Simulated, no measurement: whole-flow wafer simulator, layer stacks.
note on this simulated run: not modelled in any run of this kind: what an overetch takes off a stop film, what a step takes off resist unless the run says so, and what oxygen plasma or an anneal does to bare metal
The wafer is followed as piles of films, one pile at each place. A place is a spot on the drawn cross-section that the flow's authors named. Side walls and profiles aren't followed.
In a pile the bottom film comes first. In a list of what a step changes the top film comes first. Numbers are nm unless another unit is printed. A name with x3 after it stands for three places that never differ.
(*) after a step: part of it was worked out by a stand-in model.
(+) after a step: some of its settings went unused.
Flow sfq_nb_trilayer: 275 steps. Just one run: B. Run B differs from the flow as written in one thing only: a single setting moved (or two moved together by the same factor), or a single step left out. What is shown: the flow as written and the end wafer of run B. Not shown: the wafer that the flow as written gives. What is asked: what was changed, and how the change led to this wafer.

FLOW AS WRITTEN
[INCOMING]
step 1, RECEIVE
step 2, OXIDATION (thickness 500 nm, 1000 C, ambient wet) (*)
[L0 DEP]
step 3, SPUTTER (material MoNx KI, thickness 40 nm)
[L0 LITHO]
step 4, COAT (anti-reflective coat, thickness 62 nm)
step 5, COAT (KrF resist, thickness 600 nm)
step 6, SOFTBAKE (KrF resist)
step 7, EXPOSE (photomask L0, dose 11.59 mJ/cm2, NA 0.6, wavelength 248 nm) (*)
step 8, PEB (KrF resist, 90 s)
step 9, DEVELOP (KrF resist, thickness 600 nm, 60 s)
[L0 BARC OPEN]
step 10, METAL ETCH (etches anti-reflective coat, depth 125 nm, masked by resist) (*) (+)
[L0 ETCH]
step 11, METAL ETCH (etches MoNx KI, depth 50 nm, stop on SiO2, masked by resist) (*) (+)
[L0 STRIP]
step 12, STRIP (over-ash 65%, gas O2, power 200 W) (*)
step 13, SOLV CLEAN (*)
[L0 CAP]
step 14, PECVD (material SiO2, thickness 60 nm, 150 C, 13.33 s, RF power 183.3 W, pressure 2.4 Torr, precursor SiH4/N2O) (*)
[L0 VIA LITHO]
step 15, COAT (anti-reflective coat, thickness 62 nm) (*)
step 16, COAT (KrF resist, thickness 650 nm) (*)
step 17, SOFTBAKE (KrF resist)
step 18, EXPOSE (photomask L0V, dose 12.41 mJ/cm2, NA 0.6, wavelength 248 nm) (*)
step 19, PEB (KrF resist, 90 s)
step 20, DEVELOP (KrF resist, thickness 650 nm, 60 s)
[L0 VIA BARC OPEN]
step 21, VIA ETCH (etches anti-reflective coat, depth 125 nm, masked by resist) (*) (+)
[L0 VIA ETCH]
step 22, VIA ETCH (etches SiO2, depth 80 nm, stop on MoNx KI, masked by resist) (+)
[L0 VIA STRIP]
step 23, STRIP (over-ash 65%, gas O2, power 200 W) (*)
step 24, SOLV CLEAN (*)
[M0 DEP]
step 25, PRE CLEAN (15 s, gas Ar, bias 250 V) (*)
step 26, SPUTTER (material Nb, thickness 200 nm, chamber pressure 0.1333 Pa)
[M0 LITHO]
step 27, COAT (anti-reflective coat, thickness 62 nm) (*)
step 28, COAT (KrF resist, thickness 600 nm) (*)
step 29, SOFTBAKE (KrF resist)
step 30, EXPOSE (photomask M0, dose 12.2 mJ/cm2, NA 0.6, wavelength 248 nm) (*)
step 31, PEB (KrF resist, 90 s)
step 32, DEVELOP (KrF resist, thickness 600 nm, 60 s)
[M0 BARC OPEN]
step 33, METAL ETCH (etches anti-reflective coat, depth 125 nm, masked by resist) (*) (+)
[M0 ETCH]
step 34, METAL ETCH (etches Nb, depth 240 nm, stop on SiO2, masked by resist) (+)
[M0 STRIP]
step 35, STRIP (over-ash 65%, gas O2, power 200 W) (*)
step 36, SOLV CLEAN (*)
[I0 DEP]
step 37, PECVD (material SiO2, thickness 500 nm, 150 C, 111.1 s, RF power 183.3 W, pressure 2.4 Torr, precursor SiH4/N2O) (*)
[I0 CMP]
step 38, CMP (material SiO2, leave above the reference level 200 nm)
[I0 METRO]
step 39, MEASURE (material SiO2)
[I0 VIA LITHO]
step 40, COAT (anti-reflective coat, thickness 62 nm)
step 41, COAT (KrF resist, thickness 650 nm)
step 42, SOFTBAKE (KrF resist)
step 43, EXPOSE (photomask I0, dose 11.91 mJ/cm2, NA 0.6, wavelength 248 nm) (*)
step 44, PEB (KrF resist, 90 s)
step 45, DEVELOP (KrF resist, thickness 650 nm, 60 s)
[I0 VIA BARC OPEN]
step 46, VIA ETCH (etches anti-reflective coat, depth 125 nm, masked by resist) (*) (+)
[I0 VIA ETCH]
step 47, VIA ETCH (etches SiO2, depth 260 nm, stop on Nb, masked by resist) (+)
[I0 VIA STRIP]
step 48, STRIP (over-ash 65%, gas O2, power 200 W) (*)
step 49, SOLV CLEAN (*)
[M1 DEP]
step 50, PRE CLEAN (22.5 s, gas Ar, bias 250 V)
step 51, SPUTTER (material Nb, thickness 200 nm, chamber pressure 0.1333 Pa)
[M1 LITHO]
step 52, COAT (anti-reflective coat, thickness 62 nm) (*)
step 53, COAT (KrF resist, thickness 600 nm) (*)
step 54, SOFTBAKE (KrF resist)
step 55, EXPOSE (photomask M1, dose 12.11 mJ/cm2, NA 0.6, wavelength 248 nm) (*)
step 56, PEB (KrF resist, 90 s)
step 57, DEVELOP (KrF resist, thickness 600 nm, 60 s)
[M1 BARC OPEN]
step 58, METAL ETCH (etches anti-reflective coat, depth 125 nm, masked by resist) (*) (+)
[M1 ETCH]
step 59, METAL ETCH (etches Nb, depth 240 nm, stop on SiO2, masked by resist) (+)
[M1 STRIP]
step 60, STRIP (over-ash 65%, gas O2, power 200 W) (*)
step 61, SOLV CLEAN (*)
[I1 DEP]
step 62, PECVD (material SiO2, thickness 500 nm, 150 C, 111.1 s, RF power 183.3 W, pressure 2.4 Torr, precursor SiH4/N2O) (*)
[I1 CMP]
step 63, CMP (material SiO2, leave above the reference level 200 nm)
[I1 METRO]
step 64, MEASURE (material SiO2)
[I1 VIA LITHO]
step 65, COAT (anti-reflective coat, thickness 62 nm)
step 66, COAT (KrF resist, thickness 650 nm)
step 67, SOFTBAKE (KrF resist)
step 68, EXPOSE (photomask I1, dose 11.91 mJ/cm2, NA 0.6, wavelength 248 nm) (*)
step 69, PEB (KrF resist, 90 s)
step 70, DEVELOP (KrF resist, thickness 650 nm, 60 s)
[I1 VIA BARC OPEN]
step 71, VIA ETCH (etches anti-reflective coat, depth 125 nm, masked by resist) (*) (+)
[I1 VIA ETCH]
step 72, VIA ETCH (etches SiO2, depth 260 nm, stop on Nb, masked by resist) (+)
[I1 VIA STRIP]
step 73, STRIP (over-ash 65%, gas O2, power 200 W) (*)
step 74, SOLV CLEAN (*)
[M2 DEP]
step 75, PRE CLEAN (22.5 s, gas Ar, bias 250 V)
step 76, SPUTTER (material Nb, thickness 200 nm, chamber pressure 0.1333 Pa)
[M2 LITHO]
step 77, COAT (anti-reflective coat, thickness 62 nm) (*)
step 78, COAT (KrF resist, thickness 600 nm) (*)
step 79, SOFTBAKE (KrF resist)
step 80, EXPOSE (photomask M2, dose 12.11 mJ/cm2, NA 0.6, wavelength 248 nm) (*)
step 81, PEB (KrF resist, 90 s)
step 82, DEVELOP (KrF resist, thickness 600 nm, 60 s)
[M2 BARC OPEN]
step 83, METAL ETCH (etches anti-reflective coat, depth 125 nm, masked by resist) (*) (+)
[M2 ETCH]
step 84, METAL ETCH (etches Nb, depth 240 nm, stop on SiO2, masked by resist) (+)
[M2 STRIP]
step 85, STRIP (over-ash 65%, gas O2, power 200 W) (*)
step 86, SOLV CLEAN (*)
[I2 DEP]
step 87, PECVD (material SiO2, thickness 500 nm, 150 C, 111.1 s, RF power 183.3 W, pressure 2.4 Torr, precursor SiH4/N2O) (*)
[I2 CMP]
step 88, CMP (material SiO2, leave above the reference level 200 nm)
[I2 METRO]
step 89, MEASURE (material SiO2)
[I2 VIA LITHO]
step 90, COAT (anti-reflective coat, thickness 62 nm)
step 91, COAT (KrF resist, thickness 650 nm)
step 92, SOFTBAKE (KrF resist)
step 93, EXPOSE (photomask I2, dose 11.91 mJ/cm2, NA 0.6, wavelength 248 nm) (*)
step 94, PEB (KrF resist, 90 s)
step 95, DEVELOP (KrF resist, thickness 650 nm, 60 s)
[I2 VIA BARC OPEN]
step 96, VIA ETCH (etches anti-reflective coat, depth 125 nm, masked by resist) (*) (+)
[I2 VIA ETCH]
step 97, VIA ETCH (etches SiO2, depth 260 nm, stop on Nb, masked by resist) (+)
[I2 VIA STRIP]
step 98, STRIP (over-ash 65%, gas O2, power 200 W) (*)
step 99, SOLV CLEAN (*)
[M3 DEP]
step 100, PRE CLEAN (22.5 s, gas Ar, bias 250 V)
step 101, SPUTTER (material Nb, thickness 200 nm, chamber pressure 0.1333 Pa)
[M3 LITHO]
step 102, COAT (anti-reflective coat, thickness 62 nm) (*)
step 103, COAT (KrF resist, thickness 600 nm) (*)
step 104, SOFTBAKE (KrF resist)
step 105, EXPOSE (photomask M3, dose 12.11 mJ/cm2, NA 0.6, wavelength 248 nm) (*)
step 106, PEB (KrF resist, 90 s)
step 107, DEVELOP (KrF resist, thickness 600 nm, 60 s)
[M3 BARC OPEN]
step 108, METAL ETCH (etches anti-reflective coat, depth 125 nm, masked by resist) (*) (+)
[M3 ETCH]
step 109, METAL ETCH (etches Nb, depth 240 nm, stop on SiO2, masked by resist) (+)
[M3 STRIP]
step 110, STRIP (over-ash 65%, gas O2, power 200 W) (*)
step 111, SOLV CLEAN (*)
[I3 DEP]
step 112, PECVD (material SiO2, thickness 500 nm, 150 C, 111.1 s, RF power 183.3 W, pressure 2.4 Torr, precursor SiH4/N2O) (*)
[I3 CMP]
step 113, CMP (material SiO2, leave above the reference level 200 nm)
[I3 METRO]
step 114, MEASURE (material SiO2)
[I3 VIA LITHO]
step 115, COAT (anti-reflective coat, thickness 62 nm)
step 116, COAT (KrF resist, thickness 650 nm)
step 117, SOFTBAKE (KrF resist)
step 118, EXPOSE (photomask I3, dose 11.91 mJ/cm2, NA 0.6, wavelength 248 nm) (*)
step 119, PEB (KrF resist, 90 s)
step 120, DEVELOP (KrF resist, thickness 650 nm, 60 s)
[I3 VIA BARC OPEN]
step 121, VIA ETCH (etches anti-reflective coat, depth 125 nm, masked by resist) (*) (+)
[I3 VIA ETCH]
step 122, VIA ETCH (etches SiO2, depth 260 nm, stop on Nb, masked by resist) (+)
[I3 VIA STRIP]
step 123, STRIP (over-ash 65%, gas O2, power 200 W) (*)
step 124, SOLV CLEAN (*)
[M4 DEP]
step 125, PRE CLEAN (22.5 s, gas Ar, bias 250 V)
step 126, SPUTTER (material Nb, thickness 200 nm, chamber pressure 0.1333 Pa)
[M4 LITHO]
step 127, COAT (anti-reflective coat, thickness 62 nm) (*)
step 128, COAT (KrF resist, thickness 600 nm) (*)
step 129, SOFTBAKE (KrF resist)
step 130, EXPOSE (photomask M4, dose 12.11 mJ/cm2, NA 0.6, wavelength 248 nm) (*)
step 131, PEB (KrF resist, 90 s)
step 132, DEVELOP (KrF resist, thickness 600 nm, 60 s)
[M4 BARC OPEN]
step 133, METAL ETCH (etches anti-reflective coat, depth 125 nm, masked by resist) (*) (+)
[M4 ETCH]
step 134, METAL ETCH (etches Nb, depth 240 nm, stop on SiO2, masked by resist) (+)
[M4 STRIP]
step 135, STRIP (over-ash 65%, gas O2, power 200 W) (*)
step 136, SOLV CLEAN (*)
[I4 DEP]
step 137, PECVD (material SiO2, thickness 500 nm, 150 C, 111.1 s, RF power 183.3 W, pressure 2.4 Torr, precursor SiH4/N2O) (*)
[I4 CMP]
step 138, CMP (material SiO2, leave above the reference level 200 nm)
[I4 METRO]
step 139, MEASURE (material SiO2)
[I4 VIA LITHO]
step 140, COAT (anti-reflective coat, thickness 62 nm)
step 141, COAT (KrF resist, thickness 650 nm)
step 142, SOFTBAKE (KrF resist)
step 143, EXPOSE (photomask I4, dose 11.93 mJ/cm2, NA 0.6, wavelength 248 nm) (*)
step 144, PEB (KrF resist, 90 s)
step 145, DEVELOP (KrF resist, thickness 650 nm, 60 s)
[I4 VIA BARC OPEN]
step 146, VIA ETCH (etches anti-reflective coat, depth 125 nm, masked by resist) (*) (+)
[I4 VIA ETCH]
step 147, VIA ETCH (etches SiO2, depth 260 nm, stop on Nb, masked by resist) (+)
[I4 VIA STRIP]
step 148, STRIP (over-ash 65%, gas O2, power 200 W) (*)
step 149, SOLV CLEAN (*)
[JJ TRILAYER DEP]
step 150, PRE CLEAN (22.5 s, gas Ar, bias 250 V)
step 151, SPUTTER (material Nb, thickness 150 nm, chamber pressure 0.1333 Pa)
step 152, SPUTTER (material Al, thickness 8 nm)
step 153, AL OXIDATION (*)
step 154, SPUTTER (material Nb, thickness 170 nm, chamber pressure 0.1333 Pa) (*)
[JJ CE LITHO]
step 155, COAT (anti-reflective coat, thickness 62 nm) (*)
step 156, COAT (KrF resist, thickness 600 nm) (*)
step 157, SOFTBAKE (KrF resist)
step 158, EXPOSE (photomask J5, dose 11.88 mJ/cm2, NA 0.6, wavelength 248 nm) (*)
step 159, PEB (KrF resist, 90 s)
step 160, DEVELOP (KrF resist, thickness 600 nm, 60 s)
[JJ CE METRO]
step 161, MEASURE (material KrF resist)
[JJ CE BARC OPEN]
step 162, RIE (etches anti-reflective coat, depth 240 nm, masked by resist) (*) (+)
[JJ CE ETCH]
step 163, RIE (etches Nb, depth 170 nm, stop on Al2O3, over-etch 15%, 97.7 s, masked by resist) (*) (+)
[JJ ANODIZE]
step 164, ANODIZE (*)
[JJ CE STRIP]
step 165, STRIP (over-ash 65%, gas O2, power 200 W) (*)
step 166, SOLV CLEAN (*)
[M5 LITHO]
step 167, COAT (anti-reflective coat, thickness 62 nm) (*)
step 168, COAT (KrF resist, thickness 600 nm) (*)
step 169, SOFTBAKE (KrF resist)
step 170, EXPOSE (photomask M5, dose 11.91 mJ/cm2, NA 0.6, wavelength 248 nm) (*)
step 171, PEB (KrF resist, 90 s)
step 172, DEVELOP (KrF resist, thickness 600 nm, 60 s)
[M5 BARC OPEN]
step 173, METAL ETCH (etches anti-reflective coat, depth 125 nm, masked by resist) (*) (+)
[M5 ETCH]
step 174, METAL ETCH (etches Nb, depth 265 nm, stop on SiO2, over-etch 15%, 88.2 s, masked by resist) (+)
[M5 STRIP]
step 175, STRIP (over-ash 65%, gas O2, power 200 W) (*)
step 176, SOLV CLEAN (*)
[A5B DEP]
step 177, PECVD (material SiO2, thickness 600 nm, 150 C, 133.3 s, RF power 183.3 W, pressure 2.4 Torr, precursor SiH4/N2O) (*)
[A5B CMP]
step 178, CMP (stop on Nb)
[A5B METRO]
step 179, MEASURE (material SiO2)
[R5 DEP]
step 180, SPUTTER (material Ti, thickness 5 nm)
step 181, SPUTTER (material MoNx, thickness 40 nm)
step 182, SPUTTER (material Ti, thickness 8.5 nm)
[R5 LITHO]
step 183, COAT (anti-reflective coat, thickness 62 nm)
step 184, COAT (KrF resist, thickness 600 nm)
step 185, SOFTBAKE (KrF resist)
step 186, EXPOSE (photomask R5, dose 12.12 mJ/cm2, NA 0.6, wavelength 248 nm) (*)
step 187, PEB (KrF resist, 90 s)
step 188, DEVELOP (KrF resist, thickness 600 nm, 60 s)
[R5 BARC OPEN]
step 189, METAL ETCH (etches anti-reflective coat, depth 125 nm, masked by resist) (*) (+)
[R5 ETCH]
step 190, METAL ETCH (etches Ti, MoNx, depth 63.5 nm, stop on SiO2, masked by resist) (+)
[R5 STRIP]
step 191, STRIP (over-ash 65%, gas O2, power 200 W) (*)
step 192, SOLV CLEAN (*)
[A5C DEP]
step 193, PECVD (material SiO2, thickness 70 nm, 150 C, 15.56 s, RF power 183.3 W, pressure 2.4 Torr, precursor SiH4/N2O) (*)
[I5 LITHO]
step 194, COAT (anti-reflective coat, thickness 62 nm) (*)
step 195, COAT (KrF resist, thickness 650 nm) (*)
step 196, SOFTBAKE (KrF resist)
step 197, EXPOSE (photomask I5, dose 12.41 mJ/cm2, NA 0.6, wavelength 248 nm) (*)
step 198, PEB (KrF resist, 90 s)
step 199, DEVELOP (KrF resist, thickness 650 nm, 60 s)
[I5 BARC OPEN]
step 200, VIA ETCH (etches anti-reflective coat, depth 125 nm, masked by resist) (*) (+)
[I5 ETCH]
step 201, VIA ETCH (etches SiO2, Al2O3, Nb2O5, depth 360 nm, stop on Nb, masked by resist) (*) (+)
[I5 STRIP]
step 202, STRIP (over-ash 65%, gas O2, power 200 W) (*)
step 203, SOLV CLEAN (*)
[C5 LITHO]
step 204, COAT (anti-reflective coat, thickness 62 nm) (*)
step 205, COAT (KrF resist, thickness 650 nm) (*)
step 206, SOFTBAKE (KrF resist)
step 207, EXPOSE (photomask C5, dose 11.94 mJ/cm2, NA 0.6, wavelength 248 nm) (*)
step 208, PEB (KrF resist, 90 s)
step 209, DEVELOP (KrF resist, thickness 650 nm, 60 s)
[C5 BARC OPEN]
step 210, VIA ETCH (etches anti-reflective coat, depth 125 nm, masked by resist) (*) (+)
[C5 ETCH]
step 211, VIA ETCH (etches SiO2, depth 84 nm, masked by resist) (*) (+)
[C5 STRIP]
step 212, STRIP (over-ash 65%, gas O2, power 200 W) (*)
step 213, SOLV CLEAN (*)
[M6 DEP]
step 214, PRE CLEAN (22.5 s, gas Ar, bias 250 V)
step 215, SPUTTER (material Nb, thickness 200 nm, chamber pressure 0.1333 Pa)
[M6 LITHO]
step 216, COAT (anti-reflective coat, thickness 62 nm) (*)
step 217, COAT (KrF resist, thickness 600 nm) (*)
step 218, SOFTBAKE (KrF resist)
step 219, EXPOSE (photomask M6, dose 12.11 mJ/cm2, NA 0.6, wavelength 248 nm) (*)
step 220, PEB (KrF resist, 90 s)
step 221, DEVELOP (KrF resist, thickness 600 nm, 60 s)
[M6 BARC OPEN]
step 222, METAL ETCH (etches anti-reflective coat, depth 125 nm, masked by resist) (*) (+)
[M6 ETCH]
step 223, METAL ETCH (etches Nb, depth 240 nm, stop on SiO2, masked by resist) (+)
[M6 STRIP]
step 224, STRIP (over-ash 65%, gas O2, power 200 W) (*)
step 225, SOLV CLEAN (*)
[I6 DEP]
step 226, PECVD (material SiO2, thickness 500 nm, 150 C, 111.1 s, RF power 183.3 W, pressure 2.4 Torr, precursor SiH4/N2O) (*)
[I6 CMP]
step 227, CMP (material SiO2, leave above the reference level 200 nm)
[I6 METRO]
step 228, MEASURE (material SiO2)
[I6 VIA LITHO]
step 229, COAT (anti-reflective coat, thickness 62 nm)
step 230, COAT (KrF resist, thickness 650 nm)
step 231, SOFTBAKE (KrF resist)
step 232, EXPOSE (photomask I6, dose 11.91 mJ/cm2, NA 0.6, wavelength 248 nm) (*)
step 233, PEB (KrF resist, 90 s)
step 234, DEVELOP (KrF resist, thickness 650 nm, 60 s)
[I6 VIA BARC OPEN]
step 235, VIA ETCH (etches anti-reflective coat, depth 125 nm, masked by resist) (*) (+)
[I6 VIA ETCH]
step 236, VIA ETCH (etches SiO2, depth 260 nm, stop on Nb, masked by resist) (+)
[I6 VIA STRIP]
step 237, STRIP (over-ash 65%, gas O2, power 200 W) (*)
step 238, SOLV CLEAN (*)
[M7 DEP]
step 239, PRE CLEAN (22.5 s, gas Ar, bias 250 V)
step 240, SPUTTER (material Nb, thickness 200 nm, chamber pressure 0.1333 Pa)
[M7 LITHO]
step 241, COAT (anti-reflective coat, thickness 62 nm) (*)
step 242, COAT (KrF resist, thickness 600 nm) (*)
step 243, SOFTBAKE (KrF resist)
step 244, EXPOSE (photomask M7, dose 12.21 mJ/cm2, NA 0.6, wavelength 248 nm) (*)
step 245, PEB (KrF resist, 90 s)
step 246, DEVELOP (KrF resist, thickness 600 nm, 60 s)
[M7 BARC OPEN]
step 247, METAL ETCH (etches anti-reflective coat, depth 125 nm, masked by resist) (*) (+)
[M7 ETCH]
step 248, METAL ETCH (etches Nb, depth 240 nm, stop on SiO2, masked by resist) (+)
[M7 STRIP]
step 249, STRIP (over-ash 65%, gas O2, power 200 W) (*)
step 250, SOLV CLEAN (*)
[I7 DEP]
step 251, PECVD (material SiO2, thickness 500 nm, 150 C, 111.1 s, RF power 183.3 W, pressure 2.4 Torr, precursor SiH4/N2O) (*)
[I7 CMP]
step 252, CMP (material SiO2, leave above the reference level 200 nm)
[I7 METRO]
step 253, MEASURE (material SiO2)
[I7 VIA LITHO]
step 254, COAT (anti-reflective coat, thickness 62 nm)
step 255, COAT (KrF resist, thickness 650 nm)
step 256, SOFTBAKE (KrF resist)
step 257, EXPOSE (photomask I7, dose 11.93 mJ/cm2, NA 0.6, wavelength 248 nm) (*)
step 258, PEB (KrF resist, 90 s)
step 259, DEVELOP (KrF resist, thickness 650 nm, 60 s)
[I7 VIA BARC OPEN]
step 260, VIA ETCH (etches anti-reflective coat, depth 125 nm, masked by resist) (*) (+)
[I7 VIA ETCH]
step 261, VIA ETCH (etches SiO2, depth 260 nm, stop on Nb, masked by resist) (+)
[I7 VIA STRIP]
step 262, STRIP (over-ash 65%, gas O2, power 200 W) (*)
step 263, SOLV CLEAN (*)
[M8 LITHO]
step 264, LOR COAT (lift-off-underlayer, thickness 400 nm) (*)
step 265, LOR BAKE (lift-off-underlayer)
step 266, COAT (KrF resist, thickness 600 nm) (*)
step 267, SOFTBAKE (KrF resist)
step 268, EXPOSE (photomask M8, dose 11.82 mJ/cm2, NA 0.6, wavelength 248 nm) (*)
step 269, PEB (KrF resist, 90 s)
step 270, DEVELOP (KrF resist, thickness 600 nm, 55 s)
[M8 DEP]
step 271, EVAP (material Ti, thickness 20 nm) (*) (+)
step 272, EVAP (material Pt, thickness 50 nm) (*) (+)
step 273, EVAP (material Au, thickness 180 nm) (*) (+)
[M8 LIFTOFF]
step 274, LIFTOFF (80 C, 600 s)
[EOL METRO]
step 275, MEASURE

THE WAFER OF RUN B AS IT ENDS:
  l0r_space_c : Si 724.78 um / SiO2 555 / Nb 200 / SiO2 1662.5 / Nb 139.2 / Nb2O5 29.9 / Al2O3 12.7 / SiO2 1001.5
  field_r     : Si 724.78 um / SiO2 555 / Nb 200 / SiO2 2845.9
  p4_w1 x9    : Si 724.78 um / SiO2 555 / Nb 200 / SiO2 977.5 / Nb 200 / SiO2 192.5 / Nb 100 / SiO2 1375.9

What caused this: step 126, SPUTTER: thickness 100 nm was run, whereas the flow has thickness 200 nm.
One can read it off the wafer: p4_w1 x9 has Nb 100, and step 126 as written asks for 200 nm.

The path from the change to this, step by step:
  step 126, SPUTTER (material Nb, thickness 200 nm, chamber pressure 0.1333 Pa)
      field_l, v_sur, via_wl and 102 more: Nb gains 100 (new film) (it would be, as written: Nb gains 200 (new film))
      via_v: Nb gains 82.4 (it would be, as written: Nb gains 165.5)
  step 127, COAT (anti-reflective coat, thickness 62 nm) (*)
      via_v: anti-reflective coat gains 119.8 (new film) (it would be, as written: anti-reflective coat gains 124.8 (new film))
  step 134, METAL ETCH (etches Nb, depth 240 nm, stop on SiO2, masked by resist) (+)
      field_l, be, be_sur and 64 more: Nb loses 100 (all of it) (it would be, as written: Nb loses 200 (all of it))
      v_sur, via_wl, via_w and 36 more: KrF resist loses 88.2 (it would be, as written: KrF resist loses 141.2)
  step 135, STRIP (over-ash 65%, gas O2, power 200 W) (*)
      p4_fl x3, p4_w1 x9, p4_g1 x2 and 15 more: KrF resist loses 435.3 (all of it), anti-reflective coat loses 62 (all of it) (it would be, as written: KrF resist loses 382.4 (all of it), anti-reflective coat loses 62 (all of it))
      ln_m5, lsp_m, ln_m6: KrF resist loses 434.9 (all of it), anti-reflective coat loses 61.8 (all of it) (it would be, as written: KrF resist loses 381.9 (all of it), anti-reflective coat loses 61.8 (all of it))
      (also at 7 further places)
  step 137, PECVD (material SiO2, thickness 500 nm, 150 C, 111.1 s, RF power 183.3 W, pressure 2.4 Torr, precursor SiH4/N2O) (*)
      p3_s0 x6: SiO2 gains 500 (it would be, as written: SiO2 gains 557.1)
      via_v: SiO2 gains 587.2 (new film) (it would be, as written: SiO2 gains 615 (new film))
  step 138, CMP (material SiO2, leave above the reference level 200 nm)
      field_l, be, be_sur and 55 more: SiO2 loses 200 (it would be, as written: SiO2 loses 100)
      p3_s0 x6: SiO2 loses 200 (it would be, as written: SiO2 loses 157.1)
      (also at 4 further places)
